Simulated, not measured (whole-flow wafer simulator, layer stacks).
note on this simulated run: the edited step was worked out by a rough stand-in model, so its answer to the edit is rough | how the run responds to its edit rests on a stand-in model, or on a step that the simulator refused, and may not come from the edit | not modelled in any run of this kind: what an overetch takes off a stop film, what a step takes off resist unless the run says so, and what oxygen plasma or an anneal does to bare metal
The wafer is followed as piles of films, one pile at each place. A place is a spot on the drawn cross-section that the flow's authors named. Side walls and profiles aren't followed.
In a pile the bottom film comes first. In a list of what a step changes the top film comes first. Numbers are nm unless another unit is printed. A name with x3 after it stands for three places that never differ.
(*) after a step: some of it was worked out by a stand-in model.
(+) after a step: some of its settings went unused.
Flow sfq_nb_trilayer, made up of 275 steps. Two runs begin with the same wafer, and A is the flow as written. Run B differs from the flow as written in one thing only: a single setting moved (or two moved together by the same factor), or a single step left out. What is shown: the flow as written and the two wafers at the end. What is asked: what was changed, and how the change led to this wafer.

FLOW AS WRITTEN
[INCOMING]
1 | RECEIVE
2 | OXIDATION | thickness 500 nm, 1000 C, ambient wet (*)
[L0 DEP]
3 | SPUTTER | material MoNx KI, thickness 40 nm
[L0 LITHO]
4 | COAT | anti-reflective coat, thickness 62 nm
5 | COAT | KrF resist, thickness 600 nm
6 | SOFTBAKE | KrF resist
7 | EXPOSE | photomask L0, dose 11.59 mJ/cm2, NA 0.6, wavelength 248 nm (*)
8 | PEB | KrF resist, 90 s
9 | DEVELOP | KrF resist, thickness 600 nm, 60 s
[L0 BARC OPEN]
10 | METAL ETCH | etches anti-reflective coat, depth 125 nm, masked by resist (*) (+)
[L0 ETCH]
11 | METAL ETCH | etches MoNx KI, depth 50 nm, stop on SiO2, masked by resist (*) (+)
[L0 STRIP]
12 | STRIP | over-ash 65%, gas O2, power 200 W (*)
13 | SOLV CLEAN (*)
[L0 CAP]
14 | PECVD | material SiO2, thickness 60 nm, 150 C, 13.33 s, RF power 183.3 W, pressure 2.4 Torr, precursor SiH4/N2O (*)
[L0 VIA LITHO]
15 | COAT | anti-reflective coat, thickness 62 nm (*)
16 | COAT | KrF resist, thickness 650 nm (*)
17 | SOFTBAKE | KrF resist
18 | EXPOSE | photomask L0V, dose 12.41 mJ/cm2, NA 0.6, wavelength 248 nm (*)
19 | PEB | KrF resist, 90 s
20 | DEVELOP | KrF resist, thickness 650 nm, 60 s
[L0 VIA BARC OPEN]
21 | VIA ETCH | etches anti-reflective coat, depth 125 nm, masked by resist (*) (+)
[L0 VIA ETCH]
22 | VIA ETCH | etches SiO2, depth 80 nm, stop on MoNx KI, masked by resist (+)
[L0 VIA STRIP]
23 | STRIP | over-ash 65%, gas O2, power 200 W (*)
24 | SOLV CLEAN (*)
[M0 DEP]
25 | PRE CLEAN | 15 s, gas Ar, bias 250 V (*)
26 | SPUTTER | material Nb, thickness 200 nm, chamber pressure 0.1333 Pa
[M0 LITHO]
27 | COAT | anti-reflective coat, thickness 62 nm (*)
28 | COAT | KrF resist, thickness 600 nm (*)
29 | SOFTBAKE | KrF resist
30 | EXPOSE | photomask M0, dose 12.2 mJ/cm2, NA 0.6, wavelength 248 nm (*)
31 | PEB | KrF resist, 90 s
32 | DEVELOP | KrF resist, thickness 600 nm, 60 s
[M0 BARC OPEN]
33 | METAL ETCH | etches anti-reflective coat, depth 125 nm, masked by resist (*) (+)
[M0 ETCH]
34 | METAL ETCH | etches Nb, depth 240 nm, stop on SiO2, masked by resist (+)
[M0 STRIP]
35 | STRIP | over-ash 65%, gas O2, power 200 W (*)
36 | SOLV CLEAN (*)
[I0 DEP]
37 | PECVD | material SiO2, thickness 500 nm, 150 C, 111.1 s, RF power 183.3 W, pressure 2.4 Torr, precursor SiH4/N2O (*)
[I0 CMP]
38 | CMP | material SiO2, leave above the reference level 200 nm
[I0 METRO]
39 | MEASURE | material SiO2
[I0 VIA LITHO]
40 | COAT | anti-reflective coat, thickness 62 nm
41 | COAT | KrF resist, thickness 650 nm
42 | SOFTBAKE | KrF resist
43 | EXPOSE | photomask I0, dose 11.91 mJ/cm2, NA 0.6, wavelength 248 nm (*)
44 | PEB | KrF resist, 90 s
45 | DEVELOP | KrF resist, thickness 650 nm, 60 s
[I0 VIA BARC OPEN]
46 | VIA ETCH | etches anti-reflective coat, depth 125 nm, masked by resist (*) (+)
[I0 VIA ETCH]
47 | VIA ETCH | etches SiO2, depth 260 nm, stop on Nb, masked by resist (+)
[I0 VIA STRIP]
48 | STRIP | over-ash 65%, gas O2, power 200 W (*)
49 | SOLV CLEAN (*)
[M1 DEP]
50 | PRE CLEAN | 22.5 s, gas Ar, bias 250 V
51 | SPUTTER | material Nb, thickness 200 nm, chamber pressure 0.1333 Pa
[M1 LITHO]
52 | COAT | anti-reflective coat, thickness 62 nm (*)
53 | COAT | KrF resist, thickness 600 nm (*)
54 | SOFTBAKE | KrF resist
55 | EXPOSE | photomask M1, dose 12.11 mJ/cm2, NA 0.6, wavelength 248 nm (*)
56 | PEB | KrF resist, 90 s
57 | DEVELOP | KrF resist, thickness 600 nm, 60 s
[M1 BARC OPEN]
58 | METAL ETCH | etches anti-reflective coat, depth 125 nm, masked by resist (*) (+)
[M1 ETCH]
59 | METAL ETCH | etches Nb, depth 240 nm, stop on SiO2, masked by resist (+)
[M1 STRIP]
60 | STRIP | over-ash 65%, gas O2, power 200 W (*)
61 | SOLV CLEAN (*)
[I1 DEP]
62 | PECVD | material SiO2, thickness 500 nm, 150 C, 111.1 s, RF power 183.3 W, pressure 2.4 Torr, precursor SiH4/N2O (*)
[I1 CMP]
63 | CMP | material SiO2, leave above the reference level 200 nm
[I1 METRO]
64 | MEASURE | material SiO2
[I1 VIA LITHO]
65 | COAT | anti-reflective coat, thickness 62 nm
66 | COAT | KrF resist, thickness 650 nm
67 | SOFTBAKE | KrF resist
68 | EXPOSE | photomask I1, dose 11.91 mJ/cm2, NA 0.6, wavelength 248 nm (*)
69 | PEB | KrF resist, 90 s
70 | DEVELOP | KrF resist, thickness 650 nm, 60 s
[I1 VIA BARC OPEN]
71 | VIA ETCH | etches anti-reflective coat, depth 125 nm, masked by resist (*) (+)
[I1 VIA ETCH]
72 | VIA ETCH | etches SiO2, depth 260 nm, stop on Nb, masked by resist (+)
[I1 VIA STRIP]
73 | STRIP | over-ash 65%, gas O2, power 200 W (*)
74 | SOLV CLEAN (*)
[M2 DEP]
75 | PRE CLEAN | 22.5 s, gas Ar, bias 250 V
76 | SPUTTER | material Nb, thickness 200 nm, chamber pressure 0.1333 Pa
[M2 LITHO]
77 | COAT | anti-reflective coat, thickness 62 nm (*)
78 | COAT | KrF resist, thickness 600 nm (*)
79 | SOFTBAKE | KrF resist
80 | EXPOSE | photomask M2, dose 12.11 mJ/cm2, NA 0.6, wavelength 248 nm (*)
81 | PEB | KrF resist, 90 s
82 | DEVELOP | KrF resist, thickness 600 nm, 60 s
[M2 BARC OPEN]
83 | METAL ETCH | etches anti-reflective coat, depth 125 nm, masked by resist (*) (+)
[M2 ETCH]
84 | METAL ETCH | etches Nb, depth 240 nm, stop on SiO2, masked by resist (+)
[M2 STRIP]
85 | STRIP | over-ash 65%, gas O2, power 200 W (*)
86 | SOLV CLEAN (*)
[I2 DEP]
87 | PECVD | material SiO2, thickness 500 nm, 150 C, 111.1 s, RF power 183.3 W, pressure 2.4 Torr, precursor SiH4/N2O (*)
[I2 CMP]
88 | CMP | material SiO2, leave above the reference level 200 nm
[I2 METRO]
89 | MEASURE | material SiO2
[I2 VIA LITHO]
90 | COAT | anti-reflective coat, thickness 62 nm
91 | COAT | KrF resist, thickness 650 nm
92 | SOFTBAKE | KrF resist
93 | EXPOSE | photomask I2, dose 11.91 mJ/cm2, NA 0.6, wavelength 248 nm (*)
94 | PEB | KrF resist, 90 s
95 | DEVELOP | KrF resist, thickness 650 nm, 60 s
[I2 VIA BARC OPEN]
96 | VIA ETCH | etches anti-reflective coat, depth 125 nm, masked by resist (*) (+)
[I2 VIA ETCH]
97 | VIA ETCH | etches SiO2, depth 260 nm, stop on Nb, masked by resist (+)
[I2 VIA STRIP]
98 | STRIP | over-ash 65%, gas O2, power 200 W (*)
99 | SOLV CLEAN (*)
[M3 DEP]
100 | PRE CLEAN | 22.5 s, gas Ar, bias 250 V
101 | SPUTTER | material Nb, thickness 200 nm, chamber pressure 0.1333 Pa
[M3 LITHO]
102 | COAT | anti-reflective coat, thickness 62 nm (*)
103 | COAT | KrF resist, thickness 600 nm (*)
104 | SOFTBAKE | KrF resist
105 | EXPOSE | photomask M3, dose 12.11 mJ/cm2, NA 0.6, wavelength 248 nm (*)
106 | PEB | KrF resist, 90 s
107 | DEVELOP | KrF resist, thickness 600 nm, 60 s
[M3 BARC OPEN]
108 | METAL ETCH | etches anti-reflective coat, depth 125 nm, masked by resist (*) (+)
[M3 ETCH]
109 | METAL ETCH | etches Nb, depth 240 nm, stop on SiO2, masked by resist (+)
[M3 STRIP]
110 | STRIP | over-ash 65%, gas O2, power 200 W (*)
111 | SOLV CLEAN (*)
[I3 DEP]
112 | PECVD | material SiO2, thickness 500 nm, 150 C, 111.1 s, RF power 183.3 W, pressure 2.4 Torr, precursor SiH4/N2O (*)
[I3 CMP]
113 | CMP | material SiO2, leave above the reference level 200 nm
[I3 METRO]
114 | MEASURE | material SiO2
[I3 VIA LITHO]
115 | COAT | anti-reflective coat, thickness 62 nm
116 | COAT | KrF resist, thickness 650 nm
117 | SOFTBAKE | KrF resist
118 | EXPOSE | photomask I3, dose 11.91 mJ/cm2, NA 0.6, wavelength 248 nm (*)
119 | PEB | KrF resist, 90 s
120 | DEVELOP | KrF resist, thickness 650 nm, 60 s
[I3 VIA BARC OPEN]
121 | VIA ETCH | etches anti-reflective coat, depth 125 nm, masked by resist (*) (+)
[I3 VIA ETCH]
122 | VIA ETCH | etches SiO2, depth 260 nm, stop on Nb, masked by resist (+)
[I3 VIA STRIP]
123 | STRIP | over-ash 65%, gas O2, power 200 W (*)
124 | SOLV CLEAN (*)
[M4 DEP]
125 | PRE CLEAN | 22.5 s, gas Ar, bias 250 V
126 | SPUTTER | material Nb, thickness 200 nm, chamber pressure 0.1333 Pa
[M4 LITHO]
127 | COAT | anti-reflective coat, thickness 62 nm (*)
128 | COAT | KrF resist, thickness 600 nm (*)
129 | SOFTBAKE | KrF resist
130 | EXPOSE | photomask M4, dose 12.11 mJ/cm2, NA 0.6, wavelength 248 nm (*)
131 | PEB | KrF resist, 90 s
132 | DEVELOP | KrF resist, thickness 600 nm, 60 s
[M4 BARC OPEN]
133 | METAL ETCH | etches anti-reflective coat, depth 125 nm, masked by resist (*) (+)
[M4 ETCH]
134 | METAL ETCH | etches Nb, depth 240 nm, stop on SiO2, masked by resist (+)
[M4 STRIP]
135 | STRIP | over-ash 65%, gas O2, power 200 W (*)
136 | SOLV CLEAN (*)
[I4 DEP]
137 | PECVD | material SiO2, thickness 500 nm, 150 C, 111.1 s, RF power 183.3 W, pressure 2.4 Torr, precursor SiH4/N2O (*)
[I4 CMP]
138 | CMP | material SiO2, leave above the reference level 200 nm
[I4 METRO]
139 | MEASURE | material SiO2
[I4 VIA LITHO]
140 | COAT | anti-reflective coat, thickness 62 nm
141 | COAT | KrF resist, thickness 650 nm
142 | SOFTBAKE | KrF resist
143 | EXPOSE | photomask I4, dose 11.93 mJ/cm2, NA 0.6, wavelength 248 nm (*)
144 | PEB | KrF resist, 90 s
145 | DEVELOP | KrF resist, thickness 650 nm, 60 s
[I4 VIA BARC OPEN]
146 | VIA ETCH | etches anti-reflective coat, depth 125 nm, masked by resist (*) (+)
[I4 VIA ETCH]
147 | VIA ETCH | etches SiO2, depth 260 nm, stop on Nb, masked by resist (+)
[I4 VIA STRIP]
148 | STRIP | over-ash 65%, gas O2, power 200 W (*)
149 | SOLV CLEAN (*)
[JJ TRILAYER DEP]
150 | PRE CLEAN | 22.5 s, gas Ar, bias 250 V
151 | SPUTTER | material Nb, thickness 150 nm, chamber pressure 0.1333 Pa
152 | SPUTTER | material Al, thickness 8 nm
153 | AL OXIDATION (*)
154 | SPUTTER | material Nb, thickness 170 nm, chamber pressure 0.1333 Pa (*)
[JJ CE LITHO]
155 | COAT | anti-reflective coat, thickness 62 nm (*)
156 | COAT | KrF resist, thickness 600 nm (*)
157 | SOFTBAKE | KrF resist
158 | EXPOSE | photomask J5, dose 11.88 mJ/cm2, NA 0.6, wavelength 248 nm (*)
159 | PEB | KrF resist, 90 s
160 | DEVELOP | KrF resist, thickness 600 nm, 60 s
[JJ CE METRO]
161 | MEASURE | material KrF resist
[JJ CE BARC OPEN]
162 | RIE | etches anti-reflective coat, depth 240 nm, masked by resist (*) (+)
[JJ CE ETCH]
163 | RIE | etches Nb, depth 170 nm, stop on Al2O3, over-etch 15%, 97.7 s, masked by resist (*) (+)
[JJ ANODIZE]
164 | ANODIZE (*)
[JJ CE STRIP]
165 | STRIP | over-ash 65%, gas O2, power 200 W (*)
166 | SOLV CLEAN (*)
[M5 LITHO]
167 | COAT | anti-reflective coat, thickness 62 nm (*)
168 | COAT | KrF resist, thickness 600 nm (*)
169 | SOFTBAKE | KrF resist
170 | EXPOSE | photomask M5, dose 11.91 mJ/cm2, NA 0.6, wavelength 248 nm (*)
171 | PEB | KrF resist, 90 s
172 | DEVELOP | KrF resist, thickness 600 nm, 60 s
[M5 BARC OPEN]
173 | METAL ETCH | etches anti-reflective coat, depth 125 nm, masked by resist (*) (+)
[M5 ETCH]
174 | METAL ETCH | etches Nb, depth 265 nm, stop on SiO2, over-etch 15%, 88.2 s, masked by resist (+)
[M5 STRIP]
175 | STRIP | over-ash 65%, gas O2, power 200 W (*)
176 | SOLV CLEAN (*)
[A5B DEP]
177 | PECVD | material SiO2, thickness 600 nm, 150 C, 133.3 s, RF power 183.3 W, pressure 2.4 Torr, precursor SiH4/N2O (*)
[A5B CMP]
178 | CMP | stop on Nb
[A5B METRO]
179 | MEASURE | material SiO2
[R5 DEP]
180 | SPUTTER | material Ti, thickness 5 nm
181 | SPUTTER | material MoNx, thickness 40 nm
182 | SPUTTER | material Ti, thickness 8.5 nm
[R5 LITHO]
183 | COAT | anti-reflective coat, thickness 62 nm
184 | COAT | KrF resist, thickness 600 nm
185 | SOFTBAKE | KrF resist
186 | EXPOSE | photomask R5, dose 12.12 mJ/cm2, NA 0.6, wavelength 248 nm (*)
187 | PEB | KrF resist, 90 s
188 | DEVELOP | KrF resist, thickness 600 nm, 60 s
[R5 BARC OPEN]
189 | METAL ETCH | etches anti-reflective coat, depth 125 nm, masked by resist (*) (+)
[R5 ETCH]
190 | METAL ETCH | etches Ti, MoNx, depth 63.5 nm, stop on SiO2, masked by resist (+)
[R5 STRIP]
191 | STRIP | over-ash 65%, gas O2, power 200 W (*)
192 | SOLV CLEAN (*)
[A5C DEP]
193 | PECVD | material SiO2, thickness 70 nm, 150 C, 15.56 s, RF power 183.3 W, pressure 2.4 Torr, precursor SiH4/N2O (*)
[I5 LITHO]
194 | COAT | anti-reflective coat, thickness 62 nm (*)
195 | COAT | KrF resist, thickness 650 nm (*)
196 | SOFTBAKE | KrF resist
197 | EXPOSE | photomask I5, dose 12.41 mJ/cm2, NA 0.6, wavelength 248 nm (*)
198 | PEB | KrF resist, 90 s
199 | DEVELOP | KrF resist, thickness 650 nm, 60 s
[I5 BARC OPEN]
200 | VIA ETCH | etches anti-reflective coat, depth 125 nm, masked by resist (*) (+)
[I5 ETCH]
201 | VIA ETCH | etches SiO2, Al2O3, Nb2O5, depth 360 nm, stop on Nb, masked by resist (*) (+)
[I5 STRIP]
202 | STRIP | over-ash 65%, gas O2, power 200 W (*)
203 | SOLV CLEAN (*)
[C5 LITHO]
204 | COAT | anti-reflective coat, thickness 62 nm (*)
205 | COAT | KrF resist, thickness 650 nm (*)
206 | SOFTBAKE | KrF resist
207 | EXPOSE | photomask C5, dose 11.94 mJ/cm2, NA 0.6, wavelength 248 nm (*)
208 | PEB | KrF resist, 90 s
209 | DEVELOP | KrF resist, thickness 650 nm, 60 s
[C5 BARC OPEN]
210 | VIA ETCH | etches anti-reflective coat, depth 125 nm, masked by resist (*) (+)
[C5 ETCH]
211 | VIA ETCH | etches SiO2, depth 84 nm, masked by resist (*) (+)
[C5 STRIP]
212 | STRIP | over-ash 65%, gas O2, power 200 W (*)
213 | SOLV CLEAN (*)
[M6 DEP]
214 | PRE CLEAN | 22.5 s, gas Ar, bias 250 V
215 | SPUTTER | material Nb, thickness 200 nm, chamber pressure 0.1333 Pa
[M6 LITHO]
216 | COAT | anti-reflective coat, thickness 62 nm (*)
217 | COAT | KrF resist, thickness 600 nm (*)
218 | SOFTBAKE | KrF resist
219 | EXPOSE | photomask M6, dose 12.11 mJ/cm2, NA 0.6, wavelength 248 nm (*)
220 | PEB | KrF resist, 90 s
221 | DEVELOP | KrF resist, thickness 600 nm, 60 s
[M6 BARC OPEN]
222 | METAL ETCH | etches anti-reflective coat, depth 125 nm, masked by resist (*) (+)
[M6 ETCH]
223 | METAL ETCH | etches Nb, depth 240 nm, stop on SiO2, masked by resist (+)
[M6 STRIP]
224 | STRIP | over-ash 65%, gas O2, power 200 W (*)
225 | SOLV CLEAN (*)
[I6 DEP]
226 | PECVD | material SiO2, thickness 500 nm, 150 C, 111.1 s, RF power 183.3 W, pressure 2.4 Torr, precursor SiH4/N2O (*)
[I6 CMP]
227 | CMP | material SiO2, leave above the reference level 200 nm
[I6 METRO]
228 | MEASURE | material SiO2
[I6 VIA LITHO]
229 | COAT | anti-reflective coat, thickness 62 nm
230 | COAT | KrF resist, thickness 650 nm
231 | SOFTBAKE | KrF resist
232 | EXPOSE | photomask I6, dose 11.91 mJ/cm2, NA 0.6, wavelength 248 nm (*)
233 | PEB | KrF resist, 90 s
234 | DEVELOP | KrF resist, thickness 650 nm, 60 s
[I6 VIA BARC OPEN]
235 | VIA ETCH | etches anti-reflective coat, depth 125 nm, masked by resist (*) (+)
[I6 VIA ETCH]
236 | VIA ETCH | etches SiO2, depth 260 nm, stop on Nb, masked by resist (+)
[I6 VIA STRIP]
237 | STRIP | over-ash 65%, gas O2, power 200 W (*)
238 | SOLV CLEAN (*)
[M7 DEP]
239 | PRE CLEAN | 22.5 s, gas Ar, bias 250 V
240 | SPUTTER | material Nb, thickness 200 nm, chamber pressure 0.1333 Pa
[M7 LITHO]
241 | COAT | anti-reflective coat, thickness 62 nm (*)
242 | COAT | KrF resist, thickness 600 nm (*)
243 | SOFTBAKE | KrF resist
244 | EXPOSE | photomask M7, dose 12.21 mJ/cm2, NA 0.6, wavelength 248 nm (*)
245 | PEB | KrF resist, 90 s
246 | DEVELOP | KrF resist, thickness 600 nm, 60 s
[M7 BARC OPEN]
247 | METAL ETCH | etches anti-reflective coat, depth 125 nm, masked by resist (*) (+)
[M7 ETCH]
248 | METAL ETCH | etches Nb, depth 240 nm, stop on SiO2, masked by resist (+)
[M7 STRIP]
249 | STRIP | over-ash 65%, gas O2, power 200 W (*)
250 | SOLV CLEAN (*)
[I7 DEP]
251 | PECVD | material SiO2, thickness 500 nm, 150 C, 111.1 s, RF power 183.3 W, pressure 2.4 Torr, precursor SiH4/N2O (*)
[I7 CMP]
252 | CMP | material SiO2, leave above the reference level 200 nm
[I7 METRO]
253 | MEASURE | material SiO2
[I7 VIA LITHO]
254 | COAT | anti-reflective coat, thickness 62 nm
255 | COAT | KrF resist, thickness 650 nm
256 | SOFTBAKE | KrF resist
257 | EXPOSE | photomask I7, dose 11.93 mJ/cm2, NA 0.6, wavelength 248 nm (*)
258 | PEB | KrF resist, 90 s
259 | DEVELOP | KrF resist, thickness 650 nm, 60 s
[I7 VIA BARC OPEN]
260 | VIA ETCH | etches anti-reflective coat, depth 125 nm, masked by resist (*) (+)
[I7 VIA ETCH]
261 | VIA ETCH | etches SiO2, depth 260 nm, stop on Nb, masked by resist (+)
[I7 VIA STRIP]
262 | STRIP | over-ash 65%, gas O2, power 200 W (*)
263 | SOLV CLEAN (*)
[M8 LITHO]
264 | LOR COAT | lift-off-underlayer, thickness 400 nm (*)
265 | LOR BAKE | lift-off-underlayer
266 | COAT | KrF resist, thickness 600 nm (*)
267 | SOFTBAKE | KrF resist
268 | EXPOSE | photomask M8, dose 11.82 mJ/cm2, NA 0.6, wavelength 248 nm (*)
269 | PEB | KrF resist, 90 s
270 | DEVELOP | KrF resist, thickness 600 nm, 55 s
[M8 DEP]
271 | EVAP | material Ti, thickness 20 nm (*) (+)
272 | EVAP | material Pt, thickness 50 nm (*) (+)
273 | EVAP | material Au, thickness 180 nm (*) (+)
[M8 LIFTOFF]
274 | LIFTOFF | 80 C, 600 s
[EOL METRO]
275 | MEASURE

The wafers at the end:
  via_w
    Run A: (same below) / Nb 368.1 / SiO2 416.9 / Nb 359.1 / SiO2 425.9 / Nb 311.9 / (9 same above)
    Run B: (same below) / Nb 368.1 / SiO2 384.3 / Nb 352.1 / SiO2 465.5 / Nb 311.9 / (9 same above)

Cause: step 62, PECVD: thickness 350 nm was run, while the flow as written has thickness 500 nm; step 62, PECVD: 77.78 s was run, where the flow has 111.1 s.

The path from the change to this, step by step:
  62 | PECVD | material SiO2, thickness 500 nm, 150 C, 111.1 s, RF power 183.3 W, pressure 2.4 Torr, precursor SiH4/N2O (*)
      field_l, be, be_sur and 72 more: A SiO2 gains 500 | B SiO2 gains 350
      v_sur, via_wl, via_wr and 20 more: A SiO2 gains 500 (new film) | B SiO2 gains 350 (new film)
      (also at 8 further places)
  63 | CMP | material SiO2, leave above the reference level 200 nm
      field_l, be, be_sur and 72 more: A SiO2 loses 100 | B nothing
      lsp_m, ln_m6, lsp_r, l0_sur, l0v: A SiO2 loses 94.9 | B nothing
      (also at 26 further places)
  65 | COAT | anti-reflective coat, thickness 62 nm
      m0r_line_l, m0r_line_r, m5r_line_l, m5r_line_r, m6r_line_l, m6r_line_r, m7r_line_l, m7r_line_r: A anti-reflective coat gains 62 (new film) | B anti-reflective coat gains 63.4 (new film)
      m0r_space_l, m6r_space_l, m7r_space_l: A anti-reflective coat gains 62 (new film) | B anti-reflective coat gains 69 (new film)
      (also at 50 further places)
  66 | COAT | KrF resist, thickness 650 nm
      v_sur: A KrF resist gains 650 (new film) | B KrF resist gains 630.7 (new film)
      via_wl: A KrF resist gains 650 (new film) | B KrF resist gains 634 (new film)
      (also at 10 further places)
  70 | DEVELOP | KrF resist, thickness 650 nm, 60 s
      via_v: A KrF resist loses 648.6 (all of it) | B KrF resist loses 630.9 (all of it)
  71 | VIA ETCH | etches anti-reflective coat, depth 125 nm, masked by resist (*) (+)
      field_l, v_sur, via_wl and 102 more: A KrF resist loses 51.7 | B KrF resist loses 48.4
      via_v: A anti-reflective coat loses 62 (all of it), SiO2 loses 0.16 | B anti-reflective coat loses 58.1 (all of it), SiO2 loses 0.15
  73 | STRIP | over-ash 65%, gas O2, power 200 W (*)
      m0r_line_l, m0r_line_r, m6r_line_l, m6r_line_r, m7r_line_l, m7r_line_r: A KrF resist loses 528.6 (all of it), anti-reflective coat loses 62 (all of it) | B KrF resist loses 541.2 (all of it), anti-reflective coat loses 63.4 (all of it)
      m0r_space_l, m6r_space_l, m7r_space_l: A KrF resist loses 528.6 (all of it), anti-reflective coat loses 62 (all of it) | B KrF resist loses 537.5 (all of it), anti-reflective coat loses 69 (all of it)
      (also at 52 further places)
  77 | COAT | anti-reflective coat, thickness 62 nm (*)
      m0r_space_l, m6r_space_l, m7r_space_l: A anti-reflective coat gains 62 (new film) | B anti-reflective coat gains 68.1 (new film)
      m0r_space_r, m6r_space_r, m7r_space_r: A anti-reflective coat gains 62 (new film) | B anti-reflective coat gains 67.9 (new film)
      (also at 47 further places)
  78 | COAT | KrF resist, thickness 600 nm (*)
      v_sur: A KrF resist gains 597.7 (new film) | B KrF resist gains 578.5 (new film)
      via_wl: A KrF resist gains 597.1 (new film) | B KrF resist gains 580.2 (new film)
      (also at 11 further places)
  82 | DEVELOP | KrF resist, thickness 600 nm, 60 s
      ln_m5: A KrF resist loses 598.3 (all of it) | B KrF resist loses 572.3 (all of it)
      wl_d_sl: A KrF resist loses 598.7 (all of it) | B KrF resist loses 615.6 (all of it)
      (also at 5 further places)
  83 | METAL ETCH | etches anti-reflective coat, depth 125 nm, masked by resist (*) (+)
      m0r_space_l, m6r_space_l, m7r_space_l: A anti-reflective coat loses 62 (all of it) | B anti-reflective coat loses 68.1 (all of it)
      m0r_space_r, m6r_space_r, m7r_space_r: A anti-reflective coat loses 62 (all of it) | B anti-reflective coat loses 67.9 (all of it)
      (also at 32 further places)
  85 | STRIP | over-ash 65%, gas O2, power 200 W (*)
      v_sur: A KrF resist loses 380 (all of it), anti-reflective coat loses 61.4 (all of it) | B KrF resist loses 360 (all of it), anti-reflective coat loses 50.7 (all of it)
      via_wl: A KrF resist loses 379.5 (all of it), anti-reflective coat loses 61.3 (all of it) | B KrF resist loses 361.7 (all of it), anti-reflective coat loses 50.8 (all of it)
      (also at 13 further places)
  88 | CMP | material SiO2, leave above the reference level 200 nm
      field_l, be, be_sur and 79 more: A SiO2 loses 100 | B SiO2 loses 50
      via_w: A SiO2 loses 300 | B SiO2 loses 267.3
  97 | VIA ETCH | etches SiO2, depth 260 nm, stop on Nb, masked by resist (+)
      via_w: A SiO2 loses 199.8 (all of it) | B SiO2 loses 232.5 (all of it)
  101 | SPUTTER | material Nb, thickness 200 nm, chamber pressure 0.1333 Pa
      via_w: A Nb gains 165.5 | B Nb gains 158.6
  102 | COAT | anti-reflective coat, thickness 62 nm (*)
      via_wl, via_wr: A anti-reflective coat gains 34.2 (new film) | B anti-reflective coat gains 33.2 (new film)
      via_w: A anti-reflective coat gains 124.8 (new film) | B anti-reflective coat gains 131.8 (new film)
  ... 2 further steps ...
  112 | PECVD | material SiO2, thickness 500 nm, 150 C, 111.1 s, RF power 183.3 W, pressure 2.4 Torr, precursor SiH4/N2O (*)
      via_w: A SiO2 gains 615 (new film) | B SiO2 gains 654.7 (new film)
